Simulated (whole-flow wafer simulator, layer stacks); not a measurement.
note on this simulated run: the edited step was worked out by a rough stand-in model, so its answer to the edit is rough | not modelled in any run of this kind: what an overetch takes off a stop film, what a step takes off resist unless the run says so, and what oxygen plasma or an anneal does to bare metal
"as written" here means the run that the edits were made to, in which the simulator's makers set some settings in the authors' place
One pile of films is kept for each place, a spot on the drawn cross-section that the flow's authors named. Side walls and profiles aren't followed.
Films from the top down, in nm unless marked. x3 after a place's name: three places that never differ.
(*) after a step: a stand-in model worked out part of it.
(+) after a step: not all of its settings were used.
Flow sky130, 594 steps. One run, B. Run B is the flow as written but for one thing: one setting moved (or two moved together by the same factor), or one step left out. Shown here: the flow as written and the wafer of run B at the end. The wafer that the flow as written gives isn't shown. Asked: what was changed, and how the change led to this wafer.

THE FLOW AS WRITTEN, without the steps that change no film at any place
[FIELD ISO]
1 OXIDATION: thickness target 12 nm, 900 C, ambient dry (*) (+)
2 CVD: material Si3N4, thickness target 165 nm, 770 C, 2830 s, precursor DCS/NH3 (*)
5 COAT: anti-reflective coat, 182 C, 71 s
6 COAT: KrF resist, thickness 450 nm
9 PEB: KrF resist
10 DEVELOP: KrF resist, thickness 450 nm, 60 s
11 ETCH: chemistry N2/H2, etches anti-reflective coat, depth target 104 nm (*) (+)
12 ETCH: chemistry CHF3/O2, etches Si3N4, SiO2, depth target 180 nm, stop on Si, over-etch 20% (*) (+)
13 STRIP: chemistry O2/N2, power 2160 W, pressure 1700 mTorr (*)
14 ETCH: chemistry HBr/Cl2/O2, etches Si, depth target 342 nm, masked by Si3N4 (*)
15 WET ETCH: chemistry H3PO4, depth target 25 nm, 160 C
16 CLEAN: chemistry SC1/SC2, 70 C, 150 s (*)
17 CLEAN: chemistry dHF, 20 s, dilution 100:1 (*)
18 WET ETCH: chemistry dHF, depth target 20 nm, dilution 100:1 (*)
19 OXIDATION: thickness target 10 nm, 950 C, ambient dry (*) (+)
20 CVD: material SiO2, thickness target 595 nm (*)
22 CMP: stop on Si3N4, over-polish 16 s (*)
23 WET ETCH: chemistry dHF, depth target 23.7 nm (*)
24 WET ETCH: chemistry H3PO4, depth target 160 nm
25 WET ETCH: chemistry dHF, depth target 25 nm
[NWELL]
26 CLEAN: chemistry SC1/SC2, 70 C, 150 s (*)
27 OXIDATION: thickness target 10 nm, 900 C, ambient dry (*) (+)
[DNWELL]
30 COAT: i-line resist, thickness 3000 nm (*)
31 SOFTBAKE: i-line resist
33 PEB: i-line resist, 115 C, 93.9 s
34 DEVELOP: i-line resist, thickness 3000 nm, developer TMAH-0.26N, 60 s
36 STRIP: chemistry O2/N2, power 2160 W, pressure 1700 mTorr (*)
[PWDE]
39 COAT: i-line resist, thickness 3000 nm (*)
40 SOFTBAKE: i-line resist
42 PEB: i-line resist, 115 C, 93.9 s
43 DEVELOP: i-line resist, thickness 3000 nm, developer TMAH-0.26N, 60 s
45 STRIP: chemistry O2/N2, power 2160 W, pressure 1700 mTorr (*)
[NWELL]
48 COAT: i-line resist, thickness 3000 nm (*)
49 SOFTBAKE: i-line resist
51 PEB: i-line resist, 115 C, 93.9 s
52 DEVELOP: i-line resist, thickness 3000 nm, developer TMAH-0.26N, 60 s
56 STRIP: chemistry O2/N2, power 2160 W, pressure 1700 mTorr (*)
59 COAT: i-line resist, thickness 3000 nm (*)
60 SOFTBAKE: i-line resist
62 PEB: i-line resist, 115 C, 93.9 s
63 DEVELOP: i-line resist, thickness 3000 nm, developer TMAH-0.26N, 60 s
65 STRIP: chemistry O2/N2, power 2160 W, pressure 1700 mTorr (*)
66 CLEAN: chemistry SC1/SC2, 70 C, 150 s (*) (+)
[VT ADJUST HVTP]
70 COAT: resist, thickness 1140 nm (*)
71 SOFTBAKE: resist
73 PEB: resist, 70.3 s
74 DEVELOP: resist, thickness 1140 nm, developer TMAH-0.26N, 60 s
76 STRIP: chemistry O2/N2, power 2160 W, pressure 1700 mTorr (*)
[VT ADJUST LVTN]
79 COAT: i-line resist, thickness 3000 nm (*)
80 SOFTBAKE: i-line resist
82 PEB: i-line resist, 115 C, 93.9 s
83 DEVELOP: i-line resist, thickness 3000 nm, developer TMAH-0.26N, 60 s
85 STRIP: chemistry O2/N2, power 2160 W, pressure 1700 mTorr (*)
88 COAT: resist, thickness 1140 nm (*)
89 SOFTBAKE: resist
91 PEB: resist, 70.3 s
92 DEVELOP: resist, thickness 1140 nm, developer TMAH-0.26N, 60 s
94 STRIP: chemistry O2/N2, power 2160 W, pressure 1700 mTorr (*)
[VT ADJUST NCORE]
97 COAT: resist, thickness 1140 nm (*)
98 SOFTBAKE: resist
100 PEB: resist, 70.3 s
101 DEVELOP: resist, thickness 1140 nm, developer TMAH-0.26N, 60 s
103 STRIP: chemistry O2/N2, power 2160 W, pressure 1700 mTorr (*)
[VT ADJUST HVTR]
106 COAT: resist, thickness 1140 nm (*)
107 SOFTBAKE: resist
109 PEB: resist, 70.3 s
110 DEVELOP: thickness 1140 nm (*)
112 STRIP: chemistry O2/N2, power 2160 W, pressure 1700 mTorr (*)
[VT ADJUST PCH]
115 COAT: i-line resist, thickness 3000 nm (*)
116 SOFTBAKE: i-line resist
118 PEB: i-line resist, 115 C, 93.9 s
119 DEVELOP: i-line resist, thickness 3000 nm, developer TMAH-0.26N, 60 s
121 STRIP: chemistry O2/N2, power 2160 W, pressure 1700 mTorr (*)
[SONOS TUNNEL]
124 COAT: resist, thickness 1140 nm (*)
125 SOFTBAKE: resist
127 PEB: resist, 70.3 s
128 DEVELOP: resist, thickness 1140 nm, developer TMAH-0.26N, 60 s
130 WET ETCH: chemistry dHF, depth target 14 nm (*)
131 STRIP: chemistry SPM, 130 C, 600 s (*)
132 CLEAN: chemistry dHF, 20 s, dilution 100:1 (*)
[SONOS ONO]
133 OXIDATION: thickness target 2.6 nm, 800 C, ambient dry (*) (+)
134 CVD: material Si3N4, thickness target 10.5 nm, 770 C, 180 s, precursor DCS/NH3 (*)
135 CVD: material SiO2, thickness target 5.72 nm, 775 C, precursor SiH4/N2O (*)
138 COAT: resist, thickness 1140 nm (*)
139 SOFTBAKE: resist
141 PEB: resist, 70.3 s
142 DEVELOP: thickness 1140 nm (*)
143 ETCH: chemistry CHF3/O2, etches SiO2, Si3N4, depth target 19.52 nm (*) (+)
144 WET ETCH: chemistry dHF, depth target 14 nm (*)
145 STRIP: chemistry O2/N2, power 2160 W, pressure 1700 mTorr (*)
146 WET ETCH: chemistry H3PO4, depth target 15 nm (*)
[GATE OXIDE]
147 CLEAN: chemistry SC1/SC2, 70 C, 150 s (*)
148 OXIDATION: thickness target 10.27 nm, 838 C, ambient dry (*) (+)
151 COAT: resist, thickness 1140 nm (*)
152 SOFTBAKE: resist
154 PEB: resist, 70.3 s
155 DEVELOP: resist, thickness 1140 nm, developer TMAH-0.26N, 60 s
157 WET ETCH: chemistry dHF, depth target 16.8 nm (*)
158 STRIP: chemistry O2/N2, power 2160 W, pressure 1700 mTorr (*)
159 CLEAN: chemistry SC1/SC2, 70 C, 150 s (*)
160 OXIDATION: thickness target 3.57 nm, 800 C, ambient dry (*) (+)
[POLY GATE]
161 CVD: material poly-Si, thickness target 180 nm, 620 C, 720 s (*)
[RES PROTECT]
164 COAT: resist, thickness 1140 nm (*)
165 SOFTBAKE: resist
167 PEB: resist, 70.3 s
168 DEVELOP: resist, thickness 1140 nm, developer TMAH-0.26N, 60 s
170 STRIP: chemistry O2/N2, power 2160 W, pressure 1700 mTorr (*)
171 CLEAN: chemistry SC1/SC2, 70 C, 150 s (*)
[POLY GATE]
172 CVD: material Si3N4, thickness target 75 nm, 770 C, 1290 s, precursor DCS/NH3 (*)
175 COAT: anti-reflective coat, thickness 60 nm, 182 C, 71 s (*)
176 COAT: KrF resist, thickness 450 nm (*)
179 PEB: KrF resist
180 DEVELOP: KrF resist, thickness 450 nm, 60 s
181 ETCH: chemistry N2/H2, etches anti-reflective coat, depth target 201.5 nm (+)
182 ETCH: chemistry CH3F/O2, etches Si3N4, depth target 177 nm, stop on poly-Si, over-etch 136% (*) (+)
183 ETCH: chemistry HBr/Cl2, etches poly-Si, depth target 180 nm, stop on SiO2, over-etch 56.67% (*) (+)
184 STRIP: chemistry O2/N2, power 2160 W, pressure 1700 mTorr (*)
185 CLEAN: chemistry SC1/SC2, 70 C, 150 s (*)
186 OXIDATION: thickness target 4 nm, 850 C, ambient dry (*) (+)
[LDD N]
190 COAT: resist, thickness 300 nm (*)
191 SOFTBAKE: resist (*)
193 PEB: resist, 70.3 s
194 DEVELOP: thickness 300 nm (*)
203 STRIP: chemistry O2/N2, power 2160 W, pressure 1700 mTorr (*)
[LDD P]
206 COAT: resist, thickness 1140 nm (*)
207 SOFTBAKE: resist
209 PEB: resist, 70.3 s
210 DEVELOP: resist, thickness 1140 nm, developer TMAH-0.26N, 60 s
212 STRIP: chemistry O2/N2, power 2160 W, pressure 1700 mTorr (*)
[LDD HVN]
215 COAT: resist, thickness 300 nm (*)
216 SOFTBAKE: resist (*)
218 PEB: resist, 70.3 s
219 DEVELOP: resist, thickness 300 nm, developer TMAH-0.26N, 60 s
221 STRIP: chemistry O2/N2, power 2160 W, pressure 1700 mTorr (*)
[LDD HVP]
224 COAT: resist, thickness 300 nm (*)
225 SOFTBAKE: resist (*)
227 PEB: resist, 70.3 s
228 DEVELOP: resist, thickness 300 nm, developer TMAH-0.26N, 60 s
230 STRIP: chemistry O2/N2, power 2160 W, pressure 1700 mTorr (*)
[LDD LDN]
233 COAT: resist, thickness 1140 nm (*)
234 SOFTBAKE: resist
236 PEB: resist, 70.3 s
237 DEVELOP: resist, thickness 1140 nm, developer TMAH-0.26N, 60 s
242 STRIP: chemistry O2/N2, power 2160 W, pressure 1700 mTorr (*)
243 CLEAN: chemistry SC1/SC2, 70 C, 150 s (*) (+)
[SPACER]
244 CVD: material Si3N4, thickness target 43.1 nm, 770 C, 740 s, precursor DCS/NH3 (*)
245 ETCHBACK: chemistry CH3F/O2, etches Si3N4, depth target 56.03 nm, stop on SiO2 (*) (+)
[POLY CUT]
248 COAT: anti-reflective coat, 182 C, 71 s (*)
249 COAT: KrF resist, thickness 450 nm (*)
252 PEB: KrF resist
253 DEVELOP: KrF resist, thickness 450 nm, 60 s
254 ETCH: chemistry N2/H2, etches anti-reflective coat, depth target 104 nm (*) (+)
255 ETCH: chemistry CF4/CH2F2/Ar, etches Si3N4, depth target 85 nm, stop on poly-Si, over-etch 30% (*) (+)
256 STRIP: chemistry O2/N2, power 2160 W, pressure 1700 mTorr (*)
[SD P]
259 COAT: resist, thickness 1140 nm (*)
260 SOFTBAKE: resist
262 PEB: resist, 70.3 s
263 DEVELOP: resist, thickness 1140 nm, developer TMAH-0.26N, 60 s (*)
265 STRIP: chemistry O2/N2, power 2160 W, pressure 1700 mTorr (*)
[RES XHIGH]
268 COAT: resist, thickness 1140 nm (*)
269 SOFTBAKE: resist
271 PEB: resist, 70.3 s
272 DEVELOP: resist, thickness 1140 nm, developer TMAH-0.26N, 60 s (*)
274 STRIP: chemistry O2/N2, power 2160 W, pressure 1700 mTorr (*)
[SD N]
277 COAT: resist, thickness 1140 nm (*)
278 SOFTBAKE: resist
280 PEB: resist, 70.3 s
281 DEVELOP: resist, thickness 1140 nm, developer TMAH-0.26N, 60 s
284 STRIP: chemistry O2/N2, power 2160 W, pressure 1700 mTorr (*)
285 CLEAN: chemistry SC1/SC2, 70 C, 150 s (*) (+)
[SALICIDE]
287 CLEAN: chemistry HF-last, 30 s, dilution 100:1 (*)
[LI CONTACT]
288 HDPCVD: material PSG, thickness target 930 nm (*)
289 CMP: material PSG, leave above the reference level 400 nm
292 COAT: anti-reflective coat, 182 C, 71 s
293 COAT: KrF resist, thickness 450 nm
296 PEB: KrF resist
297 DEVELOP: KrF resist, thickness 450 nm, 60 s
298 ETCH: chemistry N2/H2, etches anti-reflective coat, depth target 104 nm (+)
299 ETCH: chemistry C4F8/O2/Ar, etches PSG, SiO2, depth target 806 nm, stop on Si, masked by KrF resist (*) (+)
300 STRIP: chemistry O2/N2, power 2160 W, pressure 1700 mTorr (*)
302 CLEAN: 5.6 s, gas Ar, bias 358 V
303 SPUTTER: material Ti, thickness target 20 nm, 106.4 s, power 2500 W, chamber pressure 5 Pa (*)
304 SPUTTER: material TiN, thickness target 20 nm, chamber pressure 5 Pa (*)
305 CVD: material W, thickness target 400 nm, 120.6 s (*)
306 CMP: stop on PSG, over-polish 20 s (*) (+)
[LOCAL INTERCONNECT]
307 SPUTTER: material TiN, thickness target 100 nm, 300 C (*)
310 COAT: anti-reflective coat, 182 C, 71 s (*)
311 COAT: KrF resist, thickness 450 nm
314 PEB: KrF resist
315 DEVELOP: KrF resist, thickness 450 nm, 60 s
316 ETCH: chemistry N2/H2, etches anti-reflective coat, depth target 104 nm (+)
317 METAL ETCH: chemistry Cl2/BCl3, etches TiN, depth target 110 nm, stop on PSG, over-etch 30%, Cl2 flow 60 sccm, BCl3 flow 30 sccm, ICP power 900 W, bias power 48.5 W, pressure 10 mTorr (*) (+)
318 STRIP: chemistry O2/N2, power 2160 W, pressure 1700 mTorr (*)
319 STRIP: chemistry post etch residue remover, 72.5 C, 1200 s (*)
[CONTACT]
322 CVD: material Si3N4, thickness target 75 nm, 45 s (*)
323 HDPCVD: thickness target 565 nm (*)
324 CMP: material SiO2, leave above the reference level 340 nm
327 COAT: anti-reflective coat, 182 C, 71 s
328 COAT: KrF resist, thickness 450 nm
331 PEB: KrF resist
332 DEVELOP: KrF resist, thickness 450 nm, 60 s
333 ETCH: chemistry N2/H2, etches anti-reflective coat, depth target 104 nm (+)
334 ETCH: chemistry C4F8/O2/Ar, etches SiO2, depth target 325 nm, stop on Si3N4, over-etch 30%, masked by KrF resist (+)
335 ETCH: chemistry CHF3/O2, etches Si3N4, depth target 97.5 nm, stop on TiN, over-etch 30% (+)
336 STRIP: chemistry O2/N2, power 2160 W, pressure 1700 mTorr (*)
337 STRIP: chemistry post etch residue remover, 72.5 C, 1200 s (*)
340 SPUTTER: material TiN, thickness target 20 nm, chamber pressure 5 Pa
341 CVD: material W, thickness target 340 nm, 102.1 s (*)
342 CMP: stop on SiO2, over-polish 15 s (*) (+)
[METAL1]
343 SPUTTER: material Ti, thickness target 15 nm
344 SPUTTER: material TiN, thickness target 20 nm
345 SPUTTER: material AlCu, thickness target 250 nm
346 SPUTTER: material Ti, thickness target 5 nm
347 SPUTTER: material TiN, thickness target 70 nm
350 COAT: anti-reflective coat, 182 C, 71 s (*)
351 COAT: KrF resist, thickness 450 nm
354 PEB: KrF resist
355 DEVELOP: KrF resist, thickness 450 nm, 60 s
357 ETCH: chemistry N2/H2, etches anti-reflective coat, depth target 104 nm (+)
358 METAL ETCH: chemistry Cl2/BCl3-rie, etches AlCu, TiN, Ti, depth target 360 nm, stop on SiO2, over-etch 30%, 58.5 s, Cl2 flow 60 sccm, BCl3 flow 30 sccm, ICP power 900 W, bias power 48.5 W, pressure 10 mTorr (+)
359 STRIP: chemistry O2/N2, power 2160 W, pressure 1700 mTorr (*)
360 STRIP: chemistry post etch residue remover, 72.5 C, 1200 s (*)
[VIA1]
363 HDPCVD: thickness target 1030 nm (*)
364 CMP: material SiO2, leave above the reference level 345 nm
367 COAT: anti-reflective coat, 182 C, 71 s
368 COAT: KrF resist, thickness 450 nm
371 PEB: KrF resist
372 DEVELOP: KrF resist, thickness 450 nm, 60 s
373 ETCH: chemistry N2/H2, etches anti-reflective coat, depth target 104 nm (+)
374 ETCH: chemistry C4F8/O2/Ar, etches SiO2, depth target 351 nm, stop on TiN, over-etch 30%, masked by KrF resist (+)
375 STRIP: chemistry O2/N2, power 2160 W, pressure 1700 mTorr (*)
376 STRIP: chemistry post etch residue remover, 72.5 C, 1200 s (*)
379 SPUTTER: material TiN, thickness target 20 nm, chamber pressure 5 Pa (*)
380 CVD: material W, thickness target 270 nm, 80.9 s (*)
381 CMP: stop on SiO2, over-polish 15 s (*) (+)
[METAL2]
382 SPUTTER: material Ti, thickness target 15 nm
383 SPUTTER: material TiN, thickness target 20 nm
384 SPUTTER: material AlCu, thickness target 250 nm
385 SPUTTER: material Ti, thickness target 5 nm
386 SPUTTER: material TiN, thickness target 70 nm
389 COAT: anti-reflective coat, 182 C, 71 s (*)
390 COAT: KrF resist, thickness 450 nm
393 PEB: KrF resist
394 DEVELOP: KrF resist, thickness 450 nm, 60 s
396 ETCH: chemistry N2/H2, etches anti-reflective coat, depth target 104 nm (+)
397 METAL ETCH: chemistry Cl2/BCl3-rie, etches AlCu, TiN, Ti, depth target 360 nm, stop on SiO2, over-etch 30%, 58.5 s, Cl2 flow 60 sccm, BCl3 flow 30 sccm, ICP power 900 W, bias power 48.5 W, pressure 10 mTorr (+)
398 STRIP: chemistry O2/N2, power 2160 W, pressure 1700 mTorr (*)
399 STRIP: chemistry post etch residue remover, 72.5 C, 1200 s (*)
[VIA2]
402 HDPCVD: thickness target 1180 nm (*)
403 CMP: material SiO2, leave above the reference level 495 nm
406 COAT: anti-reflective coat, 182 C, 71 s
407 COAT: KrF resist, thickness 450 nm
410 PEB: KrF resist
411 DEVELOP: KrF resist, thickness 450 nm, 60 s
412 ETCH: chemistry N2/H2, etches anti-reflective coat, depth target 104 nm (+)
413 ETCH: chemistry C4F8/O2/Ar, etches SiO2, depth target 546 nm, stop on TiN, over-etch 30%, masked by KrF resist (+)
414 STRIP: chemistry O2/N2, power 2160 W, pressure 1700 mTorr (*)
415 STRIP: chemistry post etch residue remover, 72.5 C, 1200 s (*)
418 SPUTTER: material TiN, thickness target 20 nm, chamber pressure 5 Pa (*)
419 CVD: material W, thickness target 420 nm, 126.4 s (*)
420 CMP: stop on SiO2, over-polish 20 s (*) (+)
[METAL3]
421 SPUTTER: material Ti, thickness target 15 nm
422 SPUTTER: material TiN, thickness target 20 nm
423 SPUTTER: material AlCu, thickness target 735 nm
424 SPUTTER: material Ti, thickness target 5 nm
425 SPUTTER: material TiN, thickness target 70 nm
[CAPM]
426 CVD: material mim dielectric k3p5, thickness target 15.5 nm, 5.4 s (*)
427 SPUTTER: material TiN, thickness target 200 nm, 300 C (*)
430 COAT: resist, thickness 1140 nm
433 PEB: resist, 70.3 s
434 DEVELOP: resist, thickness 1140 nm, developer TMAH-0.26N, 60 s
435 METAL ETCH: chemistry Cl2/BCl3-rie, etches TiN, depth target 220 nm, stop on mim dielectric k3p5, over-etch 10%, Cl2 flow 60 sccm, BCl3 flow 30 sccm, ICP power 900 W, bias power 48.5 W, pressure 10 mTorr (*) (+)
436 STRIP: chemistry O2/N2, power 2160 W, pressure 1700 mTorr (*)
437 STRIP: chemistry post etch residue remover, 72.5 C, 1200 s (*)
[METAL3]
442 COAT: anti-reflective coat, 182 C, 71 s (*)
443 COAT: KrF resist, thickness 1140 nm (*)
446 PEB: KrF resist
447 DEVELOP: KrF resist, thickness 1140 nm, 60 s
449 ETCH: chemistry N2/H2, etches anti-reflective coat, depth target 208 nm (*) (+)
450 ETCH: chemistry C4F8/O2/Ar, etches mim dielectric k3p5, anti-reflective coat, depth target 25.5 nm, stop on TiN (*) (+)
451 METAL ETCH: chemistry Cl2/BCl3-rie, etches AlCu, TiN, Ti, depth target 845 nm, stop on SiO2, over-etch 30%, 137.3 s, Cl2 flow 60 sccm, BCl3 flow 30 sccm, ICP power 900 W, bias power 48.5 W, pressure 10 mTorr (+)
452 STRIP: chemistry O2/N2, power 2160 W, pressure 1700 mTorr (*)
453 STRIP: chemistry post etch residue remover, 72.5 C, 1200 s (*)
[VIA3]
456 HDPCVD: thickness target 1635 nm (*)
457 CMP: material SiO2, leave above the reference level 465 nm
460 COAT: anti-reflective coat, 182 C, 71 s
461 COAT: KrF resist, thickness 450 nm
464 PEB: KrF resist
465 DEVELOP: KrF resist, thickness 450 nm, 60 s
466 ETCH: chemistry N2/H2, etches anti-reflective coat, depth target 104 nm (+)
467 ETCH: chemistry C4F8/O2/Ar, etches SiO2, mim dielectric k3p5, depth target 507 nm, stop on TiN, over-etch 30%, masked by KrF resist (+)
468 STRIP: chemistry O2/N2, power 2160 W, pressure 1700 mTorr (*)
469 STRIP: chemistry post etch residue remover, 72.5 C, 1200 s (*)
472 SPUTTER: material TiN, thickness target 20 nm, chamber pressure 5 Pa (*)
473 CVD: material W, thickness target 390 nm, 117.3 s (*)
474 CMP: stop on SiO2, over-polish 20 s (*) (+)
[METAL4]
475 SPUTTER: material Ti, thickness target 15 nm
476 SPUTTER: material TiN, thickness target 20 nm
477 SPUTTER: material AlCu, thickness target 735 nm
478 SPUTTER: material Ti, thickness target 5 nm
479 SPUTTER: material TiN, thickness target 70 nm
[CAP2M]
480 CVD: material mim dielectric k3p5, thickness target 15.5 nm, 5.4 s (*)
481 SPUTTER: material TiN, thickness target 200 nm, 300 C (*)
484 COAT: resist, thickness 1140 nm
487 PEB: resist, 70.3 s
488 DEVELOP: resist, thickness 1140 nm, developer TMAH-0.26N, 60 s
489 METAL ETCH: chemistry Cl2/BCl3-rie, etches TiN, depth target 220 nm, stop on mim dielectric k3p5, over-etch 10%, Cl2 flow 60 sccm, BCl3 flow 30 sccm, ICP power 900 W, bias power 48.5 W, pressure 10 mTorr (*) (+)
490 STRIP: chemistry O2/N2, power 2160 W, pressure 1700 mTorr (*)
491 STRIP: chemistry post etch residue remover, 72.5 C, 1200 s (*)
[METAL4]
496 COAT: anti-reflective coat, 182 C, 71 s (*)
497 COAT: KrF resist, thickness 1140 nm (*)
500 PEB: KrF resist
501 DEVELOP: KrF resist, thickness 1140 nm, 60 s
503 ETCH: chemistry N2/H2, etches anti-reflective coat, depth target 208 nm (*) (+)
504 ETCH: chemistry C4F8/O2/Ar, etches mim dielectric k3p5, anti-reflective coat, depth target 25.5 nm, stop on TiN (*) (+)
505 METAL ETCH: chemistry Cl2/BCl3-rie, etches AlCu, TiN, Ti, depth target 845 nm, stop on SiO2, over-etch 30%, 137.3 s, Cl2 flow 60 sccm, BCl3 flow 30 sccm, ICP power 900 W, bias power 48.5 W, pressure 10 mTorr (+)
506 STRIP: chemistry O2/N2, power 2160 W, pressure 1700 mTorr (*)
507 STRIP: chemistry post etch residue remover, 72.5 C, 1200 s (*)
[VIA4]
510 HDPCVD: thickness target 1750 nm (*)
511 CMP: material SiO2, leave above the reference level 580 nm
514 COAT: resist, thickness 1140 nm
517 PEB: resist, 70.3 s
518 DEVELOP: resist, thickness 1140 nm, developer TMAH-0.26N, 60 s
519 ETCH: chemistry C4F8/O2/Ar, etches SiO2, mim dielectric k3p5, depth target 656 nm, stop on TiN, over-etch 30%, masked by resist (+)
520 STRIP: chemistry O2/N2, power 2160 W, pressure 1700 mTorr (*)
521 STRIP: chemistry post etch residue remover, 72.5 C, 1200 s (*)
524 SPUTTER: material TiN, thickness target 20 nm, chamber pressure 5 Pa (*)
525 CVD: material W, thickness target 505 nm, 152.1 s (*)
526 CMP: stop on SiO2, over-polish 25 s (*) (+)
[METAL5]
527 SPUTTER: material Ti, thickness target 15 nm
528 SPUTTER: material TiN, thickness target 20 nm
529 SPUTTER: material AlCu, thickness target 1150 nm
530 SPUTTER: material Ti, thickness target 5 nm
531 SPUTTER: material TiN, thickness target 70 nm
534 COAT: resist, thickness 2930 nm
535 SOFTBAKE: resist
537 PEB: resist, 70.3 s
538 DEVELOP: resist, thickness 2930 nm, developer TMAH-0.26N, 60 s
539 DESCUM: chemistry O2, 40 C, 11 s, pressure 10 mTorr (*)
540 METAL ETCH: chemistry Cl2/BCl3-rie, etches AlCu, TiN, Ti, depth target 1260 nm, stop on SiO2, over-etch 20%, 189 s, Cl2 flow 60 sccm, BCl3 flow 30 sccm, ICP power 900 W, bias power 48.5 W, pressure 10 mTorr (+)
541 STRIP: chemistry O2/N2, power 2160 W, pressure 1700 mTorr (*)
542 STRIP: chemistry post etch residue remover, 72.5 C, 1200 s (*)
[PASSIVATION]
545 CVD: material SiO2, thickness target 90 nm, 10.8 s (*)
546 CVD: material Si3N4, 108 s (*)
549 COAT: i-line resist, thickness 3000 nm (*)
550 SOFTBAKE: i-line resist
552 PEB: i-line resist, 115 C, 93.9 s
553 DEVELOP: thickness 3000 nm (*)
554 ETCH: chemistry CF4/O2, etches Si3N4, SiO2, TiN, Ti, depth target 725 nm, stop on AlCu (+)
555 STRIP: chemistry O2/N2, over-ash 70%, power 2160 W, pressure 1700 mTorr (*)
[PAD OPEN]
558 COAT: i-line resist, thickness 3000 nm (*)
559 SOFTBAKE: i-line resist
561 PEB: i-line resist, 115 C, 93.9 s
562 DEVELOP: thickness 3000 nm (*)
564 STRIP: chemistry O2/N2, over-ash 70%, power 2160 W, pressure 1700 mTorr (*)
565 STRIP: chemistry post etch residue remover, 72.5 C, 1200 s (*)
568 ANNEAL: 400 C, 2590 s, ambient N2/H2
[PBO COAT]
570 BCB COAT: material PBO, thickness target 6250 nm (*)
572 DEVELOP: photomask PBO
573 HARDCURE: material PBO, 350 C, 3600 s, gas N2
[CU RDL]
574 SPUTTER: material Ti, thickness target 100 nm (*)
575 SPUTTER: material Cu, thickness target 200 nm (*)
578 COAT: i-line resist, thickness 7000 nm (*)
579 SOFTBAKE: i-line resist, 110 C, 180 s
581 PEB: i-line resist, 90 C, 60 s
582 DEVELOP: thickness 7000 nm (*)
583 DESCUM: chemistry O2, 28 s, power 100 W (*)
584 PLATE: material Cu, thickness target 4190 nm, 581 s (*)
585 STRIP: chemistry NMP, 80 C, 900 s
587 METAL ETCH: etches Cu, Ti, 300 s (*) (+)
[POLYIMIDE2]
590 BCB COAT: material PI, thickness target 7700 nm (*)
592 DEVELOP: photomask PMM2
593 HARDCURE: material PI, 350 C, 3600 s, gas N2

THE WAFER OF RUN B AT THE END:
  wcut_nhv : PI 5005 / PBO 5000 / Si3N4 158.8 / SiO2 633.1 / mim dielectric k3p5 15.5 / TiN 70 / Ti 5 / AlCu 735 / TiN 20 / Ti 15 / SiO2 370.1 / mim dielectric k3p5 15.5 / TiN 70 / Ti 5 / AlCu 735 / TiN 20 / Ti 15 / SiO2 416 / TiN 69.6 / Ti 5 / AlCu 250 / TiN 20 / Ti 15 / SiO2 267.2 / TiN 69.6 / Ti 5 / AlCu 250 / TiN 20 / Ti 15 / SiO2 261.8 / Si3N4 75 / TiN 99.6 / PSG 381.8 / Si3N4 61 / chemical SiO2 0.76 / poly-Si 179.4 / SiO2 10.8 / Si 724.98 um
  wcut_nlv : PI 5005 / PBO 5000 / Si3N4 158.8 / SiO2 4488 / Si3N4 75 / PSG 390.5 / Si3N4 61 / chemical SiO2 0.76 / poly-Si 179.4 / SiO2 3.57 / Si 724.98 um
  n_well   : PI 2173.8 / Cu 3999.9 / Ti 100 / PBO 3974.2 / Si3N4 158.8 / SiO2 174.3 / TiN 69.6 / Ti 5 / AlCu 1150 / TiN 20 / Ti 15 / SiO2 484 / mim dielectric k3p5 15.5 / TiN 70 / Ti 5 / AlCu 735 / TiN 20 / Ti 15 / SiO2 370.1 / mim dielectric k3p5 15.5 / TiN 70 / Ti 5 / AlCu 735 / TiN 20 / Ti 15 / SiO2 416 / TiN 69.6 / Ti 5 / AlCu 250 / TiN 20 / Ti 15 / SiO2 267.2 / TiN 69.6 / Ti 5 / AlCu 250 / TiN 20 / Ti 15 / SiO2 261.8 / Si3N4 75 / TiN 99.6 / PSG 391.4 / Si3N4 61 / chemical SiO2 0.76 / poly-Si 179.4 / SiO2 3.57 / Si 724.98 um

The cause: step 545, CVD: thickness target 126 nm was run, where the flow has thickness target 90 nm; step 545, CVD: 15.1 s was run, where the flow has 10.8 s.

How the change led to this, step by step:
  545 CVD: material SiO2, thickness target 90 nm, 10.8 s (*)
      field, active, gate and 175 more: SiO2 +174.3 (as written it would be: SiO2 +125.2)
      n_well, p_well, sd_n and 12 more: SiO2 +174.3 (new film) (as written it would be: SiO2 +125.2 (new film))
  550 SOFTBAKE: i-line resist
      gate_p_lvt, iso_guard_hv_nw: i-line resist +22 (as written it would be: i-line resist +20.6)
      active: i-line resist +13.1 (as written it would be: i-line resist +12)
      (and at 56 more places)
  554 ETCH: chemistry CF4/O2, etches Si3N4, SiO2, TiN, Ti, depth target 725 nm, stop on AlCu (+)
      field, active, n_well and 189 more: i-line resist -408 (as written it would be: i-line resist -358.9)
      pad: Si3N4 -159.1 (all of it), SiO2 -174.3 (all of it), TiN -69.6 (all of it), Ti -5 (all of it) (as written it would be: Si3N4 -159.1 (all of it), SiO2 -125.2 (all of it), TiN -69.6 (all of it), Ti -5 (all of it))
  555 STRIP: chemistry O2/N2, over-ash 70%, power 2160 W, pressure 1700 mTorr (*)
      n_well, p_well, sd_n, sd_p: i-line resist -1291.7 (all of it) (as written it would be: i-line resist -1340.8 (all of it))
      m1: i-line resist -1316.8 (all of it) (as written it would be: i-line resist -1364.1 (all of it))
      (and at 8 more places)
  558 COAT: i-line resist, thickness 3000 nm (*)
      pad: i-line resist +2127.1 (new film) (as written it would be: i-line resist +2077.7 (new film))
  559 SOFTBAKE: i-line resist
      gate_p_lvt, iso_guard_hv_nw: i-line resist +22 (as written it would be: i-line resist +20.6)
      field: i-line resist +13.7 (as written it would be: i-line resist +12.5)
      (and at 63 more places)
  561 PEB: i-line resist, 115 C, 93.9 s
      pad: i-line resist -33 (as written it would be: i-line resist -32.2)
  562 DEVELOP: thickness 3000 nm (*)
      pad: i-line resist -2094 (all of it) (as written it would be: i-line resist -2045.5 (all of it))
  578 COAT: i-line resist, thickness 7000 nm (*)
      pad: i-line resist +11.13 um (new film) (as written it would be: i-line resist +11.08 um (new film))
  579 SOFTBAKE: i-line resist, 110 C, 180 s
      ndiff_licon_rim, ndiff_licon: i-line resist -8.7 (as written it would be: i-line resist -8.01)
      rpo_hd_licon, mim2: i-line resist -15.6 (as written it would be: i-line resist -14.9)
      (and at 25 more places)
  582 DEVELOP: thickness 7000 nm (*)
      pad: i-line resist -11.13 um (all of it) (as written it would be: i-line resist -11.08 um (all of it))
